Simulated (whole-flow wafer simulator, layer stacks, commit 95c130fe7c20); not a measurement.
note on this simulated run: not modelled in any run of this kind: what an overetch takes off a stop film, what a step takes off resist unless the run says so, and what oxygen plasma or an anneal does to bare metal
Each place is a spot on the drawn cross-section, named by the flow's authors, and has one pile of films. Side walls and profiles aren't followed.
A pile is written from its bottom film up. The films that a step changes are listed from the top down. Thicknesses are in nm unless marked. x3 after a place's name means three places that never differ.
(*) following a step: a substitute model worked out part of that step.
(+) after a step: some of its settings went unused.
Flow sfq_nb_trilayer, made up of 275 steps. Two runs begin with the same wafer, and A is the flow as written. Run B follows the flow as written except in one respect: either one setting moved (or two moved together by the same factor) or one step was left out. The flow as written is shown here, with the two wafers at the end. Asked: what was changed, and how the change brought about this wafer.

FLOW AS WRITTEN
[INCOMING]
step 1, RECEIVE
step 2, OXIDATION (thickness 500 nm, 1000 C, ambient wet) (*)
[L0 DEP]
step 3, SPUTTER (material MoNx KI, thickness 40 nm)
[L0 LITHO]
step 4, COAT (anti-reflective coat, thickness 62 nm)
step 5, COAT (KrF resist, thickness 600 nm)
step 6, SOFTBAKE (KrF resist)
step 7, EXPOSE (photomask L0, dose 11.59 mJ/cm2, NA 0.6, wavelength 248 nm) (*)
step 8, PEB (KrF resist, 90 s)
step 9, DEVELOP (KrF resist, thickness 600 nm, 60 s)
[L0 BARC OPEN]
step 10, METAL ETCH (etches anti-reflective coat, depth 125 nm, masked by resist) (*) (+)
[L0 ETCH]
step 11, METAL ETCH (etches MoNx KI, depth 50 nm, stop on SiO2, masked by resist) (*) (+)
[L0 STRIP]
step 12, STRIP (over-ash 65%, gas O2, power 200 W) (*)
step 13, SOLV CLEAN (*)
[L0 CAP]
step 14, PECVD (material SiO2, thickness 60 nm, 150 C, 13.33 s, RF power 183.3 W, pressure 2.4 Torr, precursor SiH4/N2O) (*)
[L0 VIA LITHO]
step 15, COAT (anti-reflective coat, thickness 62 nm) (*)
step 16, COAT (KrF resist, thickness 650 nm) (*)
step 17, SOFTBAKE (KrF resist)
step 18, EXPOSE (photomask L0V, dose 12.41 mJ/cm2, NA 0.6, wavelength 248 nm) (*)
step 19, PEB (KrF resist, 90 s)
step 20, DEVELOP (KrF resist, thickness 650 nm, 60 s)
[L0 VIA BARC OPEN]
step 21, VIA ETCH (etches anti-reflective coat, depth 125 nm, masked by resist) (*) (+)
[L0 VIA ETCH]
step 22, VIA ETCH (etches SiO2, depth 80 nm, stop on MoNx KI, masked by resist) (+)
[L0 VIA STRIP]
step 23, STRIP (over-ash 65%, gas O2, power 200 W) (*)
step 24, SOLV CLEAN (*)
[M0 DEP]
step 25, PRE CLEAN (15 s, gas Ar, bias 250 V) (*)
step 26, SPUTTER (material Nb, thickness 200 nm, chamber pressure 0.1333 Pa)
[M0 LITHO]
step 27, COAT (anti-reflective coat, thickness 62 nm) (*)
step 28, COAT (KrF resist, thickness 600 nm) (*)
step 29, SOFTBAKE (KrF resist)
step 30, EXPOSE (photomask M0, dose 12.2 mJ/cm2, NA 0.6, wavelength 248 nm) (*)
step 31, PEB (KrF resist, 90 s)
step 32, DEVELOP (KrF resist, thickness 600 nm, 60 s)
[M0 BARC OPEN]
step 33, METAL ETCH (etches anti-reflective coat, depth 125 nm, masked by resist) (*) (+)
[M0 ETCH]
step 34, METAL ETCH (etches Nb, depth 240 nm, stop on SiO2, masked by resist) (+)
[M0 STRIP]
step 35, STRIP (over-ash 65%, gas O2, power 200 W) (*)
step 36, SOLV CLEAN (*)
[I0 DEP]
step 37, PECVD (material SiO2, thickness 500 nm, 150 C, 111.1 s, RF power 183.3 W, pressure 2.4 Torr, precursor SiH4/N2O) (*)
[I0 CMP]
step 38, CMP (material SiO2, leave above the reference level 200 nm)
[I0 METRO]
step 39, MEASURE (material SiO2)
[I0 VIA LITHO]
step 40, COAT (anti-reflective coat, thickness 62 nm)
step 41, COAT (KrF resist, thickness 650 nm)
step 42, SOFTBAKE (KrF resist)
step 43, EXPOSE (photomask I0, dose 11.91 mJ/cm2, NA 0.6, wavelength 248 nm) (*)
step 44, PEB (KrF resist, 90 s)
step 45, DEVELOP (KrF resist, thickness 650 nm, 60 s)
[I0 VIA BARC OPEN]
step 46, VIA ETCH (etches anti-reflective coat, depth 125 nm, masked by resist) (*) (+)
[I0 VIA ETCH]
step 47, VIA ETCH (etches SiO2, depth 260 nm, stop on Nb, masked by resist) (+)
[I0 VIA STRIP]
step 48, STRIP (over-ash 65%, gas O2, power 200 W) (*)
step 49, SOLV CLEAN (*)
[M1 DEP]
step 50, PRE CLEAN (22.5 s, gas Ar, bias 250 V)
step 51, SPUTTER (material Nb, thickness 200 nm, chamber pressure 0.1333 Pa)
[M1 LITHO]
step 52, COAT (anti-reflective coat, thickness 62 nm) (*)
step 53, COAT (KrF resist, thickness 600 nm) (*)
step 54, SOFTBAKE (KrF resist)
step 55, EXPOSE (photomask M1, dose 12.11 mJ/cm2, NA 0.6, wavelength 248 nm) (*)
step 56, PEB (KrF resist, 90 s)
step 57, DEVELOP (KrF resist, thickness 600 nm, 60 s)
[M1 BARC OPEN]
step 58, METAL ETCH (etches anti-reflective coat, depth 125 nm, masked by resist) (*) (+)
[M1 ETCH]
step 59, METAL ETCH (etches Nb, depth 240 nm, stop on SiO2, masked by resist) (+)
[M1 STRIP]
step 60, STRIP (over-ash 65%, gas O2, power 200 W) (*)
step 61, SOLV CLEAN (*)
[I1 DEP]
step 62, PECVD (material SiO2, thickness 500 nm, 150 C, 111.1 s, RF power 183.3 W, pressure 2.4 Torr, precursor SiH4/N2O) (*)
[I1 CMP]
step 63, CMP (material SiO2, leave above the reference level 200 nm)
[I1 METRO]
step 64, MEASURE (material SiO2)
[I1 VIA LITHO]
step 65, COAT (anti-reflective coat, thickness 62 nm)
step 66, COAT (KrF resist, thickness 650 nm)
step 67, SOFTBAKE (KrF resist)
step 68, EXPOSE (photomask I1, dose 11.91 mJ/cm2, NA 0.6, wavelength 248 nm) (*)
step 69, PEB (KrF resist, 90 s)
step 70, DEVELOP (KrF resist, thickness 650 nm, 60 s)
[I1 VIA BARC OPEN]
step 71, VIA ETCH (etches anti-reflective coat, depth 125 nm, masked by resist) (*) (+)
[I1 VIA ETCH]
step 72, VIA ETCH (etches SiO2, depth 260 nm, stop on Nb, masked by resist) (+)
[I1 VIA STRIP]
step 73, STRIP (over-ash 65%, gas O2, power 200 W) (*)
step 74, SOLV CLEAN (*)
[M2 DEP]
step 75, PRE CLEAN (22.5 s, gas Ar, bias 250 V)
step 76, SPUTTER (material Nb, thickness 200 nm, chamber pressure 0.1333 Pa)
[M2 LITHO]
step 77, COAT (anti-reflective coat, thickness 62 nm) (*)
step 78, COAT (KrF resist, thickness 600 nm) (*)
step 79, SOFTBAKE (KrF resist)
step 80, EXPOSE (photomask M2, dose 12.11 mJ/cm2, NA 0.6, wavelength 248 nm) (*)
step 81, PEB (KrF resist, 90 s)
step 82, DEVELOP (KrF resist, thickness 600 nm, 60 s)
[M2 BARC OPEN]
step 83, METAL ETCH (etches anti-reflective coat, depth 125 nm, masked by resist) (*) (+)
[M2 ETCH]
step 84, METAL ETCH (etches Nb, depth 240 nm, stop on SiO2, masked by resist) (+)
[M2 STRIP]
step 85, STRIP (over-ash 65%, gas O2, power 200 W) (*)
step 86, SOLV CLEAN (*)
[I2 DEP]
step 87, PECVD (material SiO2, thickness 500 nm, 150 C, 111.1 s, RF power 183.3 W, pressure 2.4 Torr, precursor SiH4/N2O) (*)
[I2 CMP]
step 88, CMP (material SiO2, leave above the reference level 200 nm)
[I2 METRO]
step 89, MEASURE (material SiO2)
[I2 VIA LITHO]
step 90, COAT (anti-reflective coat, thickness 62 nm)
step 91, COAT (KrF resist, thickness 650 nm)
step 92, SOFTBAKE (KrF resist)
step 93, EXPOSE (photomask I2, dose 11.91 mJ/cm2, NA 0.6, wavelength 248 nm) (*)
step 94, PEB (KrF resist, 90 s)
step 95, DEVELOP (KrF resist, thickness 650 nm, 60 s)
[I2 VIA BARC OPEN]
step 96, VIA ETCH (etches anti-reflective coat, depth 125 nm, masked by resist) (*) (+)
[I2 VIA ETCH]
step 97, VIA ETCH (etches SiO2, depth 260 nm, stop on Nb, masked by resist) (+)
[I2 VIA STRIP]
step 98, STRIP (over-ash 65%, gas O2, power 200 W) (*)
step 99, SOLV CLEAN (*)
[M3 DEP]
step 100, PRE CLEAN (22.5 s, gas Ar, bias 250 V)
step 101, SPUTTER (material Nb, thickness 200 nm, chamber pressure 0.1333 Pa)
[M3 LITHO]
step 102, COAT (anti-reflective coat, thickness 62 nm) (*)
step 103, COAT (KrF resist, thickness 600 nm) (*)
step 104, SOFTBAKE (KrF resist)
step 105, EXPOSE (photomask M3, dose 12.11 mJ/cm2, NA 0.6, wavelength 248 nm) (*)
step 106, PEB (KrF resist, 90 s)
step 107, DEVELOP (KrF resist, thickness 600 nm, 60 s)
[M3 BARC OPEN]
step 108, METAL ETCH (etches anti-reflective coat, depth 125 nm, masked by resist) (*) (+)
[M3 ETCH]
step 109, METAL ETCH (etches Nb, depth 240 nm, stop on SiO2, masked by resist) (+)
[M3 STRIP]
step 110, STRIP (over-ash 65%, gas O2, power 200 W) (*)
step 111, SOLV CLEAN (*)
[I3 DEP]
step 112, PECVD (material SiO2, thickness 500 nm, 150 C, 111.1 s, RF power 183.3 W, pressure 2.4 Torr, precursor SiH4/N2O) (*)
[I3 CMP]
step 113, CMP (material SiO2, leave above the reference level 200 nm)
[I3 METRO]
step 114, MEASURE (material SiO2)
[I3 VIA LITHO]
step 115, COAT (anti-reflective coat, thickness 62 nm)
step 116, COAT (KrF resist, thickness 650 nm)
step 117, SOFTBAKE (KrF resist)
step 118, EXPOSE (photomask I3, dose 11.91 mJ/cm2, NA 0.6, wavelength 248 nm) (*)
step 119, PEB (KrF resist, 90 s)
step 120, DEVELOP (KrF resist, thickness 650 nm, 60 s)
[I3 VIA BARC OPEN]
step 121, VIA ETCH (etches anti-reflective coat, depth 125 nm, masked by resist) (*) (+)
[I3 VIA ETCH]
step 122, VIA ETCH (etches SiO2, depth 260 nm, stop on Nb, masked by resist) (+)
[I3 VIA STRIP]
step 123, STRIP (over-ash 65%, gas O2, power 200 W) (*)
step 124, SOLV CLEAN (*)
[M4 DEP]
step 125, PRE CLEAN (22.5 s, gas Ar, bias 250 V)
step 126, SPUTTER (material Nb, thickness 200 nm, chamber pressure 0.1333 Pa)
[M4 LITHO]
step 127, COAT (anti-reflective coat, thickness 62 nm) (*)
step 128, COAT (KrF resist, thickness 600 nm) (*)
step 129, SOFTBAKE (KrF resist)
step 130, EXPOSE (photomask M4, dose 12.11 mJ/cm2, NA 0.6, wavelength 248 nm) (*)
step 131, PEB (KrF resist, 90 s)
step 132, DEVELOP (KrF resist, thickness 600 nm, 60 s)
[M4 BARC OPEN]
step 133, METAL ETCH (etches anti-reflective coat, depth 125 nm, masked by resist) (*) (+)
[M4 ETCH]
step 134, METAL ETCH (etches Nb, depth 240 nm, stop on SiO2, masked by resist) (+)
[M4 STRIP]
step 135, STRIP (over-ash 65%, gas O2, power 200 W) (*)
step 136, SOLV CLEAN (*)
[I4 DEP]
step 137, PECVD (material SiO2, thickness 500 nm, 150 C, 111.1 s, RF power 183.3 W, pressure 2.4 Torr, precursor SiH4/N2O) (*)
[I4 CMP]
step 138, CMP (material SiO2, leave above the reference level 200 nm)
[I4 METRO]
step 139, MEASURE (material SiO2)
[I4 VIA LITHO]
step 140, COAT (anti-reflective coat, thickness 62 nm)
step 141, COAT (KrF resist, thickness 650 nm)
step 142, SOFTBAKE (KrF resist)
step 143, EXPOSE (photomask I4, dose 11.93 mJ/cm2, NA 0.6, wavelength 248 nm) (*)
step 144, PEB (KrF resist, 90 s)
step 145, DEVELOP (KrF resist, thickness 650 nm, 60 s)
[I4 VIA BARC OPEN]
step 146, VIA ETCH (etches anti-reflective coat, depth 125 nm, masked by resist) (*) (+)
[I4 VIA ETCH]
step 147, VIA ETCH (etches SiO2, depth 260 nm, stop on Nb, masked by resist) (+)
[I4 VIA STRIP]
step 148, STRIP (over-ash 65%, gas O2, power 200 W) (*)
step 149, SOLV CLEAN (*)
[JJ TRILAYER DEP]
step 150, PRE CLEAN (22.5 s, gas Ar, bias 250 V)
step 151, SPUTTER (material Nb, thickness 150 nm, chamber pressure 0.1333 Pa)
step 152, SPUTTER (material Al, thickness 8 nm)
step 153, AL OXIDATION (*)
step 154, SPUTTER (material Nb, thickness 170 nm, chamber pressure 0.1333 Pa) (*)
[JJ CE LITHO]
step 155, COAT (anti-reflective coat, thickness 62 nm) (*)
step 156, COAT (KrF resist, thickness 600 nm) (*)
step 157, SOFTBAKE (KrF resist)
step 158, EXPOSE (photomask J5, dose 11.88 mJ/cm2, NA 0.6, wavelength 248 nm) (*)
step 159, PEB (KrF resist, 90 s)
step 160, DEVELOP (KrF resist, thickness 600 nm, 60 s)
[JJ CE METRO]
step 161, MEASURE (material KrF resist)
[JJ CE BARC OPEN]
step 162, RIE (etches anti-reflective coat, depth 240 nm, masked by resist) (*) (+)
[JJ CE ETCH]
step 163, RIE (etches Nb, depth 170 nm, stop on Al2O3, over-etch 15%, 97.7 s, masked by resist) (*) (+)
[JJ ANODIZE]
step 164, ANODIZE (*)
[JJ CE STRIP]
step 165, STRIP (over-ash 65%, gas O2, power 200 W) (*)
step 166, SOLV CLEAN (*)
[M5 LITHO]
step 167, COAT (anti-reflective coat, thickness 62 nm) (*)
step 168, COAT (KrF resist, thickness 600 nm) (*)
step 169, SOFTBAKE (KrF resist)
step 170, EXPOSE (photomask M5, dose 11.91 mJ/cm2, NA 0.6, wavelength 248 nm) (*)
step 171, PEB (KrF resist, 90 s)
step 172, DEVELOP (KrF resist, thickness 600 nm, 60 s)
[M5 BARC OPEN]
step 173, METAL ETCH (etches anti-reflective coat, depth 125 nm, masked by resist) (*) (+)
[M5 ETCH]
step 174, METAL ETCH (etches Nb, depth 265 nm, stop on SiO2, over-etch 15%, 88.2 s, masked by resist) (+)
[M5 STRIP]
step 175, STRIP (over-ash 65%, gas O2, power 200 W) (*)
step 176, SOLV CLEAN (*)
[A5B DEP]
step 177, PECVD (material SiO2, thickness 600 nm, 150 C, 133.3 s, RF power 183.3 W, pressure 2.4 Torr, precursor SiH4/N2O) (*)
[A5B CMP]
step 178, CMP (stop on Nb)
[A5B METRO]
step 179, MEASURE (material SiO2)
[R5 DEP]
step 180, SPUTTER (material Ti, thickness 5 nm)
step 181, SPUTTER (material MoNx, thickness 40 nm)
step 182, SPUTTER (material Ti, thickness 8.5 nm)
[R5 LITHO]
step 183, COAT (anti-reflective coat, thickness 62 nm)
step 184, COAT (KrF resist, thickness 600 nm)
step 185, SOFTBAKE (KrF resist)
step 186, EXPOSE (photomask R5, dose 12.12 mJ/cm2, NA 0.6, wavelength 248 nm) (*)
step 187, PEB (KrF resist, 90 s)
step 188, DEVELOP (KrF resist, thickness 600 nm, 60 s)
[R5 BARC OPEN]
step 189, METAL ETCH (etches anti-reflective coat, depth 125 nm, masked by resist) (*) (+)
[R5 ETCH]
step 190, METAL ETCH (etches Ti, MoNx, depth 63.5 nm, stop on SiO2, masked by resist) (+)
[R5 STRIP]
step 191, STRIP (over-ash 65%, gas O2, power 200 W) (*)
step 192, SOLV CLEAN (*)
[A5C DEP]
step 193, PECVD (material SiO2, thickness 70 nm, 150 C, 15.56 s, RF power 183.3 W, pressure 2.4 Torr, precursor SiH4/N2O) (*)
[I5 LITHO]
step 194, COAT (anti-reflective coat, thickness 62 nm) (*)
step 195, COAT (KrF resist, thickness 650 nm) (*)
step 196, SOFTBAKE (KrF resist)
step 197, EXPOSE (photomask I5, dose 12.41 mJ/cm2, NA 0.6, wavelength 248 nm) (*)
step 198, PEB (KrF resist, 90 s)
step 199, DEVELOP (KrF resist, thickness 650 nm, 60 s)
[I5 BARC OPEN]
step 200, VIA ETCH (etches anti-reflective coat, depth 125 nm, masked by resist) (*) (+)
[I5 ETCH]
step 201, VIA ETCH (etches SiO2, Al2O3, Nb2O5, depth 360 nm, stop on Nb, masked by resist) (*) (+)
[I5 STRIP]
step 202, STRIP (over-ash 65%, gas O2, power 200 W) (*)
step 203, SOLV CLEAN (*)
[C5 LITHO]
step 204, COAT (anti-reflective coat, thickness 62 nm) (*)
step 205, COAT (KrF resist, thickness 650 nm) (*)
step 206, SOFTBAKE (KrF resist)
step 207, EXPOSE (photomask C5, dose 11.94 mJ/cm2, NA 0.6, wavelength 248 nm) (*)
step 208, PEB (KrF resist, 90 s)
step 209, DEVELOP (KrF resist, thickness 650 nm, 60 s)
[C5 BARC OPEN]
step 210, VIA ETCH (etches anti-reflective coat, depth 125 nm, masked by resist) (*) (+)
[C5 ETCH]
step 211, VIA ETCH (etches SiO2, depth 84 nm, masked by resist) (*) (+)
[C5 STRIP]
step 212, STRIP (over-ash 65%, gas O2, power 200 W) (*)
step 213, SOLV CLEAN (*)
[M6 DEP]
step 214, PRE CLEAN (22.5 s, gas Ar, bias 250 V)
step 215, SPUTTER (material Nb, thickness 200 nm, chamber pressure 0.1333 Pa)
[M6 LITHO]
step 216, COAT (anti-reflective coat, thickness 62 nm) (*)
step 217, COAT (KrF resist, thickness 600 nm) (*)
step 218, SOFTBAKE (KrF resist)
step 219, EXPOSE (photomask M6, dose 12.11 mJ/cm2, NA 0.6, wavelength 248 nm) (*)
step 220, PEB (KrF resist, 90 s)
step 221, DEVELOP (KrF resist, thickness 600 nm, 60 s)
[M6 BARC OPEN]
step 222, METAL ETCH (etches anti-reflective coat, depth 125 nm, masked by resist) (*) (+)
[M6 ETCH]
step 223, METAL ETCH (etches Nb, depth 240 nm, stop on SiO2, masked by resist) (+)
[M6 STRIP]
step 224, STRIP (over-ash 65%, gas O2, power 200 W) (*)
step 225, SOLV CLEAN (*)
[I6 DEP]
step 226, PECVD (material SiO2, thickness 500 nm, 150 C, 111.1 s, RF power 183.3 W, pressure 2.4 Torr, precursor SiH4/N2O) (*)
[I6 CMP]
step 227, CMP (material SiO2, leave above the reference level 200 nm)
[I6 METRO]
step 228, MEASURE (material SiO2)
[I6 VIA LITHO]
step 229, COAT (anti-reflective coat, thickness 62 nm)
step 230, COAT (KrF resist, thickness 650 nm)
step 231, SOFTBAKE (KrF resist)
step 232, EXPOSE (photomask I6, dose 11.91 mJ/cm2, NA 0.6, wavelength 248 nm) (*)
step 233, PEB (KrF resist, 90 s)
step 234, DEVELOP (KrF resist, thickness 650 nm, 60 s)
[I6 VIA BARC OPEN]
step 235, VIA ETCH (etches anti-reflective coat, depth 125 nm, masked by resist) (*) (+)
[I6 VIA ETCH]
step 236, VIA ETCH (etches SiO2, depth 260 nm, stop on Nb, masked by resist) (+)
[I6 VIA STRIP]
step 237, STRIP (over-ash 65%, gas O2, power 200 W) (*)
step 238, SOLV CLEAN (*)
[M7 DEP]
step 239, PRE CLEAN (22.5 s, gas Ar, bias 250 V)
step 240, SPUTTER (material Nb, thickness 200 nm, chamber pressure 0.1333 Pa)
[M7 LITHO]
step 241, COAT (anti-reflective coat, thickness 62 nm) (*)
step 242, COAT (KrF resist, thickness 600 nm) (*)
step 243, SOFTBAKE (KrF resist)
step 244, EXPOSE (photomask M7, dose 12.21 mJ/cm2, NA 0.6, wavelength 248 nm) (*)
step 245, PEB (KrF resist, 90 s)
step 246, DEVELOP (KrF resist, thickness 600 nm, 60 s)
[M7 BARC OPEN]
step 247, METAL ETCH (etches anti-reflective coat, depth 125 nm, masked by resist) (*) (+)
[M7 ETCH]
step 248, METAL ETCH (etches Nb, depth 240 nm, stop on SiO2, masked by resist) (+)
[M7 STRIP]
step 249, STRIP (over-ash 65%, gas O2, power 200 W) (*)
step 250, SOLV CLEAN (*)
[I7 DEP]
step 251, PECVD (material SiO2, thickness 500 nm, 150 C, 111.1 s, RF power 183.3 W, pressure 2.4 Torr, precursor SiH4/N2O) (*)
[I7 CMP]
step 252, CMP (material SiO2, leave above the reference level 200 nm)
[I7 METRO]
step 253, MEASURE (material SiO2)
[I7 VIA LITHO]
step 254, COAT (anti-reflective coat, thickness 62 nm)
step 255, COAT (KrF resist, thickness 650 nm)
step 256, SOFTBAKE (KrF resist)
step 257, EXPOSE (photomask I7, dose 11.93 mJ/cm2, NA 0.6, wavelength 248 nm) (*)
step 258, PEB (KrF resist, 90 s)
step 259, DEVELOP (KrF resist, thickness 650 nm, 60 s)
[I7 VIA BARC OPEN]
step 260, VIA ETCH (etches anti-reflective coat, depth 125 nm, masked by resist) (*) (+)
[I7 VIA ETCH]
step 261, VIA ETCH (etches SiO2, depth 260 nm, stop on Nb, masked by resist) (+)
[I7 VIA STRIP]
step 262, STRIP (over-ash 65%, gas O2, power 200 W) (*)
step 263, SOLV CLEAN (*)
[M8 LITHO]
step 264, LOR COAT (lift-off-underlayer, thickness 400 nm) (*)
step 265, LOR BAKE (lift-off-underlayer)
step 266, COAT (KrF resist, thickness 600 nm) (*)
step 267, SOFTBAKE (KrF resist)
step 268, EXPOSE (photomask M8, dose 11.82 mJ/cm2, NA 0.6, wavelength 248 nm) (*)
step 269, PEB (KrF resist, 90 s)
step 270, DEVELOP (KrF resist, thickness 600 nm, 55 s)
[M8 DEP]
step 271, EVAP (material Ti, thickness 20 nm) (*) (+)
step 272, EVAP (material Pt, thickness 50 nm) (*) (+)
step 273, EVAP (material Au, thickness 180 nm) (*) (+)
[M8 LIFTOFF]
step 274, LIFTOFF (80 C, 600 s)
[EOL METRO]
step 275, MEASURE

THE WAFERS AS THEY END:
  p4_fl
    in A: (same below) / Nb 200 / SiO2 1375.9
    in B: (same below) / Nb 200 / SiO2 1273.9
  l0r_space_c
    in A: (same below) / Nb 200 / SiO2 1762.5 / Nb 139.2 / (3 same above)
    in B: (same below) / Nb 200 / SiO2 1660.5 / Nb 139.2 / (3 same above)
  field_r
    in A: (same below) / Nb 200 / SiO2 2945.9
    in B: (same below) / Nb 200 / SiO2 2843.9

The reason: step 138, CMP: leave above the reference level 98 nm was run, though the flow has leave above the reference level 200 nm.

Step by step, how the change led to this:
  step 138, CMP (material SiO2, leave above the reference level 200 nm)
      field_l, be, be_sur and 55 more: A SiO2 loses 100 | B SiO2 loses 202
      v_sur, via_wl, via_w and 35 more: A SiO2 loses 300 | B SiO2 loses 402
      (as well as at 10 more places)
  step 147, VIA ETCH (etches SiO2, depth 260 nm, stop on Nb, masked by resist) (+)
      field_l, v_sur, via_sp and 100 more: A KrF resist loses 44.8 | B KrF resist loses 25.3
      via_wl, via_w, via_wr: A SiO2 loses 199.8 (all of it) | B SiO2 loses 97.8 (all of it)
  step 148, STRIP (over-ash 65%, gas O2, power 200 W) (*)
      field_l, v_sur, via_sp and 100 more: A KrF resist loses 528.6 (all of it), anti-reflective coat loses 62 (all of it) | B KrF resist loses 548.1 (all of it), anti-reflective coat loses 62 (all of it)
  step 151, SPUTTER (material Nb, thickness 150 nm, chamber pressure 0.1333 Pa)
      via_wl, via_w, via_wr: A Nb gains 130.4 | B Nb gains 142.4
  step 152, SPUTTER (material Al, thickness 8 nm)
      via_wl, via_wr: A Al gains 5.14 (new film) | B Al gains 6.36 (new film)
      via_w: A Al gains 7.12 (new film) | B Al gains 7.88 (new film)
  step 154, SPUTTER (material Nb, thickness 170 nm, chamber pressure 0.1333 Pa) (*)
      via_wl, via_wr: A Nb gains 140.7 (new film) | B Nb gains 131 (new film)
      via_w: A Nb gains 141 (new film) | B Nb gains 168.1 (new film)
  step 155, COAT (anti-reflective coat, thickness 62 nm) (*)
      via_wl, via_wr: A anti-reflective coat gains 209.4 (new film) | B anti-reflective coat gains 158.9 (new film)
      v_sur: A anti-reflective coat gains 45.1 (new film) | B anti-reflective coat gains 50.4 (new film)
      (as well as at 2 more places)
  step 156, COAT (KrF resist, thickness 600 nm) (*)
      via_wl: A KrF resist gains 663 (new film) | B KrF resist gains 630.9 (new film)
      via_w: A KrF resist gains 763.8 (new film) | B KrF resist gains 661.4 (new film)
      (as well as at 1 more place)
  step 160, DEVELOP (KrF resist, thickness 600 nm, 60 s)
      via_wl: A KrF resist loses 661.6 (all of it) | B KrF resist loses 629.5 (all of it)
      via_w: A KrF resist loses 762.1 (all of it) | B KrF resist loses 660 (all of it)
      (as well as at 1 more place)
  step 162, RIE (etches anti-reflective coat, depth 240 nm, masked by resist) (*) (+)
      ce_l, c5j, ce_r, wl_jj: A KrF resist loses 209.4 | B KrF resist loses 158.9
      via_wl, via_wr: A anti-reflective coat loses 209.4 (all of it) | B anti-reflective coat loses 158.9 (all of it)
      (as well as at 3 more places)
  step 163, RIE (etches Nb, depth 170 nm, stop on Al2O3, over-etch 15%, 97.7 s, masked by resist) (*) (+)
      via_w: A Nb loses 141 (all of it), Al2O3 loses 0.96 (all of it) | B Nb loses 168.1 (all of it), Al2O3 loses 0.55
      via_wl, via_wr: A Nb loses 140.7 (all of it), Al2O3 loses 0.96 (all of it) | B Nb loses 131 (all of it), Al2O3 loses 0.96 (all of it)
  step 164, ANODIZE (*)
      via_w: A Al2O3 gains 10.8 (new film), Nb2O5 gains 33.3 (new film), Al loses 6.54 (all of it), Nb loses 12 | B Al2O3 gains 12.1, Nb2O5 gains 30.4 (new film), Al loses 7.3 (all of it), Nb loses 10.9
      via_wl, via_wr: A Al2O3 gains 7.52 (new film), Nb2O5 gains 39.2 (new film), Al loses 4.56 (all of it), Nb loses 14.1 | B Al2O3 gains 9.54 (new film), Nb2O5 gains 35.6 (new film), Al loses 5.78 (all of it), Nb loses 12.8
  step 165, STRIP (over-ash 65%, gas O2, power 200 W) (*)
      ce_l: A KrF resist loses 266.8 (all of it), anti-reflective coat loses 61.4 (all of it) | B KrF resist loses 318 (all of it), anti-reflective coat loses 61.8 (all of it)
      c5j: A KrF resist loses 266.9 (all of it), anti-reflective coat loses 61.5 (all of it) | B KrF resist loses 318 (all of it), anti-reflective coat loses 61.8 (all of it)
      (as well as at 2 more places)
  step 167, COAT (anti-reflective coat, thickness 62 nm) (*)
      v_sur: A anti-reflective coat gains 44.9 (new film) | B anti-reflective coat gains 47.6 (new film)
      via_wl: A anti-reflective coat gains 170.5 (new film) | B anti-reflective coat gains 102.6 (new film)
      (as well as at 3 more places)
  step 168, COAT (KrF resist, thickness 600 nm) (*)
      v_sur: A KrF resist gains 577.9 (new film) | B KrF resist gains 594.4 (new film)
      via_wl: A KrF resist gains 656 (new film) | B KrF resist gains 636.7 (new film)
      (as well as at 3 more places)
  step 175, STRIP (over-ash 65%, gas O2, power 200 W) (*)
      v_sur: A KrF resist loses 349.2 (all of it), anti-reflective coat loses 44.9 (all of it) | B KrF resist loses 365.6 (all of it), anti-reflective coat loses 47.6 (all of it)
      via_wl: A KrF resist loses 427 (all of it), anti-reflective coat loses 170.5 (all of it) | B KrF resist loses 407.7 (all of it), anti-reflective coat loses 102.6 (all of it)
      (as well as at 3 more places)
  step 178, CMP (stop on Nb)
      via_wl, via_wr: A SiO2 loses 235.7 | B SiO2 loses 349.4
      via_w: A SiO2 loses 235.2 | B SiO2 loses 349
